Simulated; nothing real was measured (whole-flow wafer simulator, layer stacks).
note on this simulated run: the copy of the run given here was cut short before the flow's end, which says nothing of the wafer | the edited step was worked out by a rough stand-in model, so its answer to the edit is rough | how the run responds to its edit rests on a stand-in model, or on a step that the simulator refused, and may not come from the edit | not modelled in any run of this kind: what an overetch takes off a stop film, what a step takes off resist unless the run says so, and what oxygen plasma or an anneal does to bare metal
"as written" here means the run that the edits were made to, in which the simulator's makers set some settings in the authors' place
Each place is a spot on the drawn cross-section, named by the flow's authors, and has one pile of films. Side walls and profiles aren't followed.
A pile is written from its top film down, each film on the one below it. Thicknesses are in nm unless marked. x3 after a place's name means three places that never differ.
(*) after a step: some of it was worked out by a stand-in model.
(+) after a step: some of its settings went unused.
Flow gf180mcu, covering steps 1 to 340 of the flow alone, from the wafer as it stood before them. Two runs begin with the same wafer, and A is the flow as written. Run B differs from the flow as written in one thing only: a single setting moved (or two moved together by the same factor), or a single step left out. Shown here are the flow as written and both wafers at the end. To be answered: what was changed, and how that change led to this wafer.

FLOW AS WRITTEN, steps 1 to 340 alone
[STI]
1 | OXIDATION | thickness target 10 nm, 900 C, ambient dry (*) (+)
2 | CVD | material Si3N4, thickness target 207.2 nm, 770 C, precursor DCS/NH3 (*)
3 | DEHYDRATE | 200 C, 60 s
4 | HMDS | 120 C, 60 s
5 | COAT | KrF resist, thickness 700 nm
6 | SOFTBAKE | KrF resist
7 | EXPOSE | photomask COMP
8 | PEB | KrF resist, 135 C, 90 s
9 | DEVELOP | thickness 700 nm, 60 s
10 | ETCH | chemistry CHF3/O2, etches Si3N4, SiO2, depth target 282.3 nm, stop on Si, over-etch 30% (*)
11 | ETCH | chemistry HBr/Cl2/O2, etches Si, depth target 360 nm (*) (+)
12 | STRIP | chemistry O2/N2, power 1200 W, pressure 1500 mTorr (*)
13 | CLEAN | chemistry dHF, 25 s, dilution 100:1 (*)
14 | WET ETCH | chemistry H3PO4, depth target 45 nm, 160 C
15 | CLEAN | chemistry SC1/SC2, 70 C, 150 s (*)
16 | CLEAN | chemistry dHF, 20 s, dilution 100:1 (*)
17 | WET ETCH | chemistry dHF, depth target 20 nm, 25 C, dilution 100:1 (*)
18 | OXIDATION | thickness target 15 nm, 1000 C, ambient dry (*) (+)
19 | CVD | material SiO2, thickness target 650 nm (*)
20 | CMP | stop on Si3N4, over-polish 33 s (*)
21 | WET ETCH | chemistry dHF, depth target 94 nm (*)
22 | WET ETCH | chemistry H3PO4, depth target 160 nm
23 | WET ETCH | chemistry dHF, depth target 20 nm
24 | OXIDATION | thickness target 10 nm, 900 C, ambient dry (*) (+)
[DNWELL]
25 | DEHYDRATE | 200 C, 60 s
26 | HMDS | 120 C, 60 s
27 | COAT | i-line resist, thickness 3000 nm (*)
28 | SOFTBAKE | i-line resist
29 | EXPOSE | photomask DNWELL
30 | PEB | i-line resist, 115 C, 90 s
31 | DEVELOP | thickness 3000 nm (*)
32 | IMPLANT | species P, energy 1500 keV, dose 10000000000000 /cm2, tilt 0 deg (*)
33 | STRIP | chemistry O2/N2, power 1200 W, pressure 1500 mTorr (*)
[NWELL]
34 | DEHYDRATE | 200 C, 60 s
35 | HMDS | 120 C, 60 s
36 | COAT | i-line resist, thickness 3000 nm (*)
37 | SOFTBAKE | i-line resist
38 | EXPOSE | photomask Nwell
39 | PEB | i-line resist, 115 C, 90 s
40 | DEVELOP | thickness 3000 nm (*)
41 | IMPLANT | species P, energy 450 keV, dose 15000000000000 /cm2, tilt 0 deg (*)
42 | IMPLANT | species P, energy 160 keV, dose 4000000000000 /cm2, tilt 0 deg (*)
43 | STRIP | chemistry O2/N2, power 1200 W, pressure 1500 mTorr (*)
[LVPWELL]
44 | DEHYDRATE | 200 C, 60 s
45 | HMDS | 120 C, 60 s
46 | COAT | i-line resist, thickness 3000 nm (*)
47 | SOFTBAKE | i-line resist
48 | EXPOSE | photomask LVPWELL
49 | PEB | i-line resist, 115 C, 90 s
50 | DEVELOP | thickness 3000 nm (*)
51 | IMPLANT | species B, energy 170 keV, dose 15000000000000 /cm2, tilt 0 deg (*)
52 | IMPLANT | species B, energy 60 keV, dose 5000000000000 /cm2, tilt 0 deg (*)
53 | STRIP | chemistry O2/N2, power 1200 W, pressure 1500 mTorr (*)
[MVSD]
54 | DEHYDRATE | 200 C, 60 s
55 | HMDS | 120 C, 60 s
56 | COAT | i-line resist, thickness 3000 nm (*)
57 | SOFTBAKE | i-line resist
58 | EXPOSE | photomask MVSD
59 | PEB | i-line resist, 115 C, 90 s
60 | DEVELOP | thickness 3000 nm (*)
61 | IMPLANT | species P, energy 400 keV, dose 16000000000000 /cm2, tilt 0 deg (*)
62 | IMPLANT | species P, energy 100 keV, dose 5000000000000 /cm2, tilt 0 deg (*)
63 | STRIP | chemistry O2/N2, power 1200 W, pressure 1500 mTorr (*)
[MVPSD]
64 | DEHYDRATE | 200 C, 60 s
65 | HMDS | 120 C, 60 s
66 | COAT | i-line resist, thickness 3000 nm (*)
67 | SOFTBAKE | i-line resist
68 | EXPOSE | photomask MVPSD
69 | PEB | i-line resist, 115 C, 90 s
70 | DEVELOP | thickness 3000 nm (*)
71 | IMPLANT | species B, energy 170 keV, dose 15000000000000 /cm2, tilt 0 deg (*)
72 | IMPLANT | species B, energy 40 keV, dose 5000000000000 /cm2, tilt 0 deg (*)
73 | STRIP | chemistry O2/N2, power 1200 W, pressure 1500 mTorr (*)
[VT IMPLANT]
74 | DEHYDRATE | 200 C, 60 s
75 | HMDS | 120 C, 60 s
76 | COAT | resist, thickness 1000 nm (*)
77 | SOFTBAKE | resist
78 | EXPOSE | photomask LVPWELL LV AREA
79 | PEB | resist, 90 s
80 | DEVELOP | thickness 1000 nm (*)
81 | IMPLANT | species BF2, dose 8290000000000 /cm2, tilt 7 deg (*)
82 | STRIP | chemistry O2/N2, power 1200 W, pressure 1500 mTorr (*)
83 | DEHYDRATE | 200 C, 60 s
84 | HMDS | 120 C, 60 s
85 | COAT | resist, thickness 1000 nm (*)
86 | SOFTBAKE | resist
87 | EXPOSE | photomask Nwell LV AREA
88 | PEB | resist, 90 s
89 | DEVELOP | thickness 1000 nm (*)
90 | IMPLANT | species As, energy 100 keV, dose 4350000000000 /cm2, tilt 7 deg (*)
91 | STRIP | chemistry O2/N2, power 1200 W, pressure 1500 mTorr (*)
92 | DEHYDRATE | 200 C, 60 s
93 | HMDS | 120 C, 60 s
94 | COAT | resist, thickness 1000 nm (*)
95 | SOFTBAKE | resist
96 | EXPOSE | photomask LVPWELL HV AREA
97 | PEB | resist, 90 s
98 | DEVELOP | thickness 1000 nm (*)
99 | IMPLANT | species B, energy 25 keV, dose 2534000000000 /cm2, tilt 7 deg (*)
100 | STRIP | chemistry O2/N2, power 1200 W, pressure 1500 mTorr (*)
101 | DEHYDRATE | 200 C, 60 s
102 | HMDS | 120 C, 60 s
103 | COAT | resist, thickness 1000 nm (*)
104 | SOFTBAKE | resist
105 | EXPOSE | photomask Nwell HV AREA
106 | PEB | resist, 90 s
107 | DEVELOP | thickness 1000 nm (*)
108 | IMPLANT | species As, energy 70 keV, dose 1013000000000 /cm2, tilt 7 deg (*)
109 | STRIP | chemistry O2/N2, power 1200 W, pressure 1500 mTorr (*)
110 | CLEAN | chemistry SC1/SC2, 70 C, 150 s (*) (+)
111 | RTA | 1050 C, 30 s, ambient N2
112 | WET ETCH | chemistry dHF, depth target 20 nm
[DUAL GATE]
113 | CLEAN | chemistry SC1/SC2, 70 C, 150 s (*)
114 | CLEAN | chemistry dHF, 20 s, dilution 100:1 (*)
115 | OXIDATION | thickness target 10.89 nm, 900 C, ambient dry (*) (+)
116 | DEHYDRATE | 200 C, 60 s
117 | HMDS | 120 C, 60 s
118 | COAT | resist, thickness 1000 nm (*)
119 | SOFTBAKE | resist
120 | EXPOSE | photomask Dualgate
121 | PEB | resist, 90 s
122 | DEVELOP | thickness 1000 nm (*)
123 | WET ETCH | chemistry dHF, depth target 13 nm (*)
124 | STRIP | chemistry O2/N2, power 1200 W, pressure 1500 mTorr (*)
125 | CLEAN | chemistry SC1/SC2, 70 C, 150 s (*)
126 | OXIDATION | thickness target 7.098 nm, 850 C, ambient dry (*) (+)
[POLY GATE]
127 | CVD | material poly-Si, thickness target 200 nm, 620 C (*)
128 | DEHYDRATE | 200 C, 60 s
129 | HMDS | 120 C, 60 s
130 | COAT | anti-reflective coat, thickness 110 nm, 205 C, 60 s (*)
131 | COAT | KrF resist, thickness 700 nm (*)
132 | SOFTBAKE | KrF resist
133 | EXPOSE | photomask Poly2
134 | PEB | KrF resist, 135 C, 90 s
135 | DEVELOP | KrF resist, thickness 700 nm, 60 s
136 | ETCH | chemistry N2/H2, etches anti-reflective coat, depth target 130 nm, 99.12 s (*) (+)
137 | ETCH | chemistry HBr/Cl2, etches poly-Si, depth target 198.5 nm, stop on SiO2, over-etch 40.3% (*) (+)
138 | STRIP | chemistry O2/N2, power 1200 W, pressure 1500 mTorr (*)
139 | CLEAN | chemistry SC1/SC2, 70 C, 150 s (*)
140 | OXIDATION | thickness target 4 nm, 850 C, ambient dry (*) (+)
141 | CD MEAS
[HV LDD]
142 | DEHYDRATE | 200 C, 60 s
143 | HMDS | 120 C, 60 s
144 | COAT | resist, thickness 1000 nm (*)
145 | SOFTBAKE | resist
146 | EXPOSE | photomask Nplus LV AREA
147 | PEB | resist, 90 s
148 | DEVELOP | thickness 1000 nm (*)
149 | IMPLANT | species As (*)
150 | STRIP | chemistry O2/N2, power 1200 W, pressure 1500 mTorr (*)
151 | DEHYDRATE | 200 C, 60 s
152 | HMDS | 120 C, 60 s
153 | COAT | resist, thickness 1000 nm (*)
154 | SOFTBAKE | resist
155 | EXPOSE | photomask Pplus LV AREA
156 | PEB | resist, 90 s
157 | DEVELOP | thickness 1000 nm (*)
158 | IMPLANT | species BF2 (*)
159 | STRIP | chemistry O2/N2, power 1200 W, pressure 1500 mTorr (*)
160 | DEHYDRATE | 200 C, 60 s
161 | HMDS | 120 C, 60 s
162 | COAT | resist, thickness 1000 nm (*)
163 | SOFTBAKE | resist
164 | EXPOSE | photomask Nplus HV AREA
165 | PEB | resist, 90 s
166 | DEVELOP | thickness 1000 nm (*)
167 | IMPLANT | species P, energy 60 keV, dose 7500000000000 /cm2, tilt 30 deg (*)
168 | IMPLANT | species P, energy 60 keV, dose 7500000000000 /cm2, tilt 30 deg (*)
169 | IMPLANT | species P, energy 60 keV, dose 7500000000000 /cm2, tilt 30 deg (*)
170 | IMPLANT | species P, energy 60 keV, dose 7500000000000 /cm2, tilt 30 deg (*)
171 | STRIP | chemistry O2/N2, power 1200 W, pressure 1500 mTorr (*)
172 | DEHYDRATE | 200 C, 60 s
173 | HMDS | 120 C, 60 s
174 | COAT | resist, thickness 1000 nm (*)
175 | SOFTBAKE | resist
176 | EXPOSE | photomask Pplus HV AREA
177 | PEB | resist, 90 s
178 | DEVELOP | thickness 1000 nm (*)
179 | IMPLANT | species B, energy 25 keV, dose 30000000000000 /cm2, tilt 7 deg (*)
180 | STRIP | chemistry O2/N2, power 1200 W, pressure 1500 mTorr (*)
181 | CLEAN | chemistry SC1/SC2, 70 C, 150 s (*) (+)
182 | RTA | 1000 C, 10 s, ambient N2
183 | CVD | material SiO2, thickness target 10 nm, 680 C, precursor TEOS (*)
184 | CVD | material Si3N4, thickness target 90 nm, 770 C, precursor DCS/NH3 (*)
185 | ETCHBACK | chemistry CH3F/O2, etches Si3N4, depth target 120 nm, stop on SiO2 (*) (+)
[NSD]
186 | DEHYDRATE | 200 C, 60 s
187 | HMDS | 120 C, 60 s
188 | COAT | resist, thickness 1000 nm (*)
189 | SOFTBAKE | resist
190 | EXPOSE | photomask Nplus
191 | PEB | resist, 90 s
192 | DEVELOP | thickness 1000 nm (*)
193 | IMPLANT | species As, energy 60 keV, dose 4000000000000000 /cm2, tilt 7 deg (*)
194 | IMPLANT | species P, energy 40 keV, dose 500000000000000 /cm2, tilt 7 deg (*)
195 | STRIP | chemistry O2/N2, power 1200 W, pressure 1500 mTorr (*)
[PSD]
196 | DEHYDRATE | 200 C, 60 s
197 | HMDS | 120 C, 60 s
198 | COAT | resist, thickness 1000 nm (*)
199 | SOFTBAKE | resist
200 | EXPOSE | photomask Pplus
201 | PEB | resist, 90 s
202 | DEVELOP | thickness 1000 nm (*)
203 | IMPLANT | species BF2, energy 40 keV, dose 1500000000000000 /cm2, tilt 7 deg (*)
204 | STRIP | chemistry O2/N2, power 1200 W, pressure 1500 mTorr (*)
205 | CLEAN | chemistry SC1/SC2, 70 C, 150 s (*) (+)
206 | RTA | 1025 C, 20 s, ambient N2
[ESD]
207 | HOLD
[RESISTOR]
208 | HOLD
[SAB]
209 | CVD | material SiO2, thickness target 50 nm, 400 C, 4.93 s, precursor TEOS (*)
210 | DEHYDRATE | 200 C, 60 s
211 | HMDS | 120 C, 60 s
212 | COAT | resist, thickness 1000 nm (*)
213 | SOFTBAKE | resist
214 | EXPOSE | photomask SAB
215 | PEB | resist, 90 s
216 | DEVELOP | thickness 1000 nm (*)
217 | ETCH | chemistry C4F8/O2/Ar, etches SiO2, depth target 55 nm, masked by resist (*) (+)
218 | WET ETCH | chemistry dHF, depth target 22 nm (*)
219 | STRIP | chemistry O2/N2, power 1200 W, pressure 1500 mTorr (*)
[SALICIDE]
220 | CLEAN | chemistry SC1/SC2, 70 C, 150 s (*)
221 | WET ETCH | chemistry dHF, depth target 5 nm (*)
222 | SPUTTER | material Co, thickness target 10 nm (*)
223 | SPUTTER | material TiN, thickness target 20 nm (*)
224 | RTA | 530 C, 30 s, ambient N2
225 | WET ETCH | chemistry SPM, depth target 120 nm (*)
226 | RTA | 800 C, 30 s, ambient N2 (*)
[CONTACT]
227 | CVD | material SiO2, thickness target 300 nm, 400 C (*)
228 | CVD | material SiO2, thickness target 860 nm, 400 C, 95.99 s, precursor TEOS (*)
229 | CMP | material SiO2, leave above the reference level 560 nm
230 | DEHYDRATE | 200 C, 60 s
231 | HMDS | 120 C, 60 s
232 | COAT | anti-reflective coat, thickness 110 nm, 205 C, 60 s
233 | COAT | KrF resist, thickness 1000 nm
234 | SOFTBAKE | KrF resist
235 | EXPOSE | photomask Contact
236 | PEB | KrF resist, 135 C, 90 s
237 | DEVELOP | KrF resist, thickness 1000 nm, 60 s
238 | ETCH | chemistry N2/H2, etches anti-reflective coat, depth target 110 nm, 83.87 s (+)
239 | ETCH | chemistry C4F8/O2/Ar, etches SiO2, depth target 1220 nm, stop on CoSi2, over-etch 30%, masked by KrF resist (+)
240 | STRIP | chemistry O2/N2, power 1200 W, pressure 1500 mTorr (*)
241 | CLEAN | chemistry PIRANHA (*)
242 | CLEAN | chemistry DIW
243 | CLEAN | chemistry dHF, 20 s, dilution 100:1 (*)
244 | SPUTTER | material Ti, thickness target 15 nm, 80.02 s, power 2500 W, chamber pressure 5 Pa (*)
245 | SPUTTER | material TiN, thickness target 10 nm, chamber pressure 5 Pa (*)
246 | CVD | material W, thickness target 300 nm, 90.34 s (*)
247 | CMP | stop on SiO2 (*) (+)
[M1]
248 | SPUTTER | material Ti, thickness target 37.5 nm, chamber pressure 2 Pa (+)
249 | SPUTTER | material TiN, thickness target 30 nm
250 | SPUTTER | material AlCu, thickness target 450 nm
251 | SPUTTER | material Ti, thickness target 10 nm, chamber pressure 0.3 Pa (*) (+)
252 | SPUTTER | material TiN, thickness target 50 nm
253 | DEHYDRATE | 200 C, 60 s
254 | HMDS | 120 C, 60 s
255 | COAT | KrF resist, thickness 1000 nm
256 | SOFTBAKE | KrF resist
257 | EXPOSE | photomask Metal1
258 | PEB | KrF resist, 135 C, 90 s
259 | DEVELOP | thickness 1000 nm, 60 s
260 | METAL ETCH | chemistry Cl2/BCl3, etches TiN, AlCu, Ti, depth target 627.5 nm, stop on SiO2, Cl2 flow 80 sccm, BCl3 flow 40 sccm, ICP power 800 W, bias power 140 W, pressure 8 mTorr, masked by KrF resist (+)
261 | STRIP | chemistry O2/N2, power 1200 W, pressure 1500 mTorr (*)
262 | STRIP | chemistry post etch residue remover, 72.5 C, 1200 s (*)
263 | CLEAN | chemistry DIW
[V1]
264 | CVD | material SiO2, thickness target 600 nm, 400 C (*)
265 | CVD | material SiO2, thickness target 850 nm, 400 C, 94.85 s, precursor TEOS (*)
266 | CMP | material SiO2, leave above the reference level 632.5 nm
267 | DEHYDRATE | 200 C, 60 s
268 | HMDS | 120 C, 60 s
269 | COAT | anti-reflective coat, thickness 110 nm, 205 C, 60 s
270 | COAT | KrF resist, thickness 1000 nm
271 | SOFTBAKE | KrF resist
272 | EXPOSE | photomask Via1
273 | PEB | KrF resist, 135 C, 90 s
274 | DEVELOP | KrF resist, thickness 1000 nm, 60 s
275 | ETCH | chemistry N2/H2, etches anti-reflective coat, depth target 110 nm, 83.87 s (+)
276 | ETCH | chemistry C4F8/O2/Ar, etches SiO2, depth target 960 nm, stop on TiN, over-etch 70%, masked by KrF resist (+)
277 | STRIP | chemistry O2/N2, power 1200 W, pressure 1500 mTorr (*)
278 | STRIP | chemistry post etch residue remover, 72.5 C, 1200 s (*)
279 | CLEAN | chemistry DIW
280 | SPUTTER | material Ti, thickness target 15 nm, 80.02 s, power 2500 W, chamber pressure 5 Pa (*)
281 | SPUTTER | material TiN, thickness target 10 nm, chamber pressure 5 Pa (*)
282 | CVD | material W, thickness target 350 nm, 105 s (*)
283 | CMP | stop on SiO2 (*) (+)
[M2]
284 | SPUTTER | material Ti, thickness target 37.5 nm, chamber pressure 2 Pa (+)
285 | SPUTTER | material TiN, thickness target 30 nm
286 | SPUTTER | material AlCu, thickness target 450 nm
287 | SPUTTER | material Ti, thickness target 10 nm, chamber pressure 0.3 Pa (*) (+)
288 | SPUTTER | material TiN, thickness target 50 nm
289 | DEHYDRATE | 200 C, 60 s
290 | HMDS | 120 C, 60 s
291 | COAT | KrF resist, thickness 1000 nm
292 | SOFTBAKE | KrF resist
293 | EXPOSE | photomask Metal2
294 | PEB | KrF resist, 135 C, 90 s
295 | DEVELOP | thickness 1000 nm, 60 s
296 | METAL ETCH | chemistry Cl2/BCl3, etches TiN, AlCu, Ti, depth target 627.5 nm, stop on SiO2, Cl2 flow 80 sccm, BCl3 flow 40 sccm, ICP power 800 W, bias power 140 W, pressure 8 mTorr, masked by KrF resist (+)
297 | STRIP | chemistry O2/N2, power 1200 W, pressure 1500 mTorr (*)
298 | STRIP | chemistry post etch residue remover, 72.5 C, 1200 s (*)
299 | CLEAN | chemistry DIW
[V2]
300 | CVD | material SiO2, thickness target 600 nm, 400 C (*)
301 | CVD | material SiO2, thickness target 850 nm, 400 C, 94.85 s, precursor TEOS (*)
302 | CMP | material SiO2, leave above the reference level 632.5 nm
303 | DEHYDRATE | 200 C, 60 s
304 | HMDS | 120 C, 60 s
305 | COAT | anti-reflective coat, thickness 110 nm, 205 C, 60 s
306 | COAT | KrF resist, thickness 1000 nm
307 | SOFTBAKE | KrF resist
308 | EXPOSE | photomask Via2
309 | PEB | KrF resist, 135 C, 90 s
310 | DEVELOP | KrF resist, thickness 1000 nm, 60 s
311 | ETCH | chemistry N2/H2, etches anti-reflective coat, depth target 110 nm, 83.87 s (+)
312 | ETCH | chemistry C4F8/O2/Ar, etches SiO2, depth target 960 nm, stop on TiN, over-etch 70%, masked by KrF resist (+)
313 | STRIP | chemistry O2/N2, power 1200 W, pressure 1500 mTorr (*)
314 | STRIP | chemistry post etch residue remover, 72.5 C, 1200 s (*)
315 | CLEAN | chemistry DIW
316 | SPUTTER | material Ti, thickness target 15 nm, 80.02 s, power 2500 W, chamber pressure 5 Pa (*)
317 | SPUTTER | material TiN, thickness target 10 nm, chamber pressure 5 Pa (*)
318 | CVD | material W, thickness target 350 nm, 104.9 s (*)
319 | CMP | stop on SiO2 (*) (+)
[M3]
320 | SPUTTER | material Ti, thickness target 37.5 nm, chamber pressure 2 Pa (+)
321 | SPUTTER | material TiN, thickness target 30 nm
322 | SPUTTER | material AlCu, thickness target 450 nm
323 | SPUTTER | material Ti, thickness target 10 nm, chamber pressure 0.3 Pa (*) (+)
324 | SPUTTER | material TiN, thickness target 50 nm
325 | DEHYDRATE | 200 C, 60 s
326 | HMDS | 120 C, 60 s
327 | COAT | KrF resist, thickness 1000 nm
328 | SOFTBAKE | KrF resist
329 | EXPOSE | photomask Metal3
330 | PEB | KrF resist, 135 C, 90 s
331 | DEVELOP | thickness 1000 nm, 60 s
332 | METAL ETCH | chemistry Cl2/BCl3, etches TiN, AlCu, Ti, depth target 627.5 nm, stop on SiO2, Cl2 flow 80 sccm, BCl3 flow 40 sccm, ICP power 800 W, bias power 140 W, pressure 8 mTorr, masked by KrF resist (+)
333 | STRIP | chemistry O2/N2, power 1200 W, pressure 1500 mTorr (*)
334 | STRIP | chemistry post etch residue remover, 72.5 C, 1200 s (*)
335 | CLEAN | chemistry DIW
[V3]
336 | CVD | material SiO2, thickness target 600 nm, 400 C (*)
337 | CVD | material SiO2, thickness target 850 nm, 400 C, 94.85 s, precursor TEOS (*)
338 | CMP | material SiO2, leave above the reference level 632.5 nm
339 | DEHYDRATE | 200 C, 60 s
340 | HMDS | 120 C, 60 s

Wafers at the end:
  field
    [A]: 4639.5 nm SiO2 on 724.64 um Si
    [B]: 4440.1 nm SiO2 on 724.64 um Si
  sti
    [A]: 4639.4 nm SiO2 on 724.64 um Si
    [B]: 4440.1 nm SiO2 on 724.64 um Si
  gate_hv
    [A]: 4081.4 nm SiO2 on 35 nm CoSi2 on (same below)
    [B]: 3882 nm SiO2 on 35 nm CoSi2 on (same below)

What caused this: step 337, CVD: 37.94 s was run, whereas the flow has 94.85 s.

Step by step, how the change led to this:
  337 | CVD | material SiO2, thickness target 850 nm, 400 C, 94.85 s, precursor TEOS (*)
      field, field__w1, field__w2 and 108 more: A +850 SiO2 | B +350.7 SiO2
  338 | CMP | material SiO2, leave above the reference level 632.5 nm
      field, field__w1, field__w2 and 103 more: A -300 SiO2 | B nothing
      field__w8, contact, m1, m1__w1, m1_nw: A -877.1 SiO2 | B -377.7 SiO2
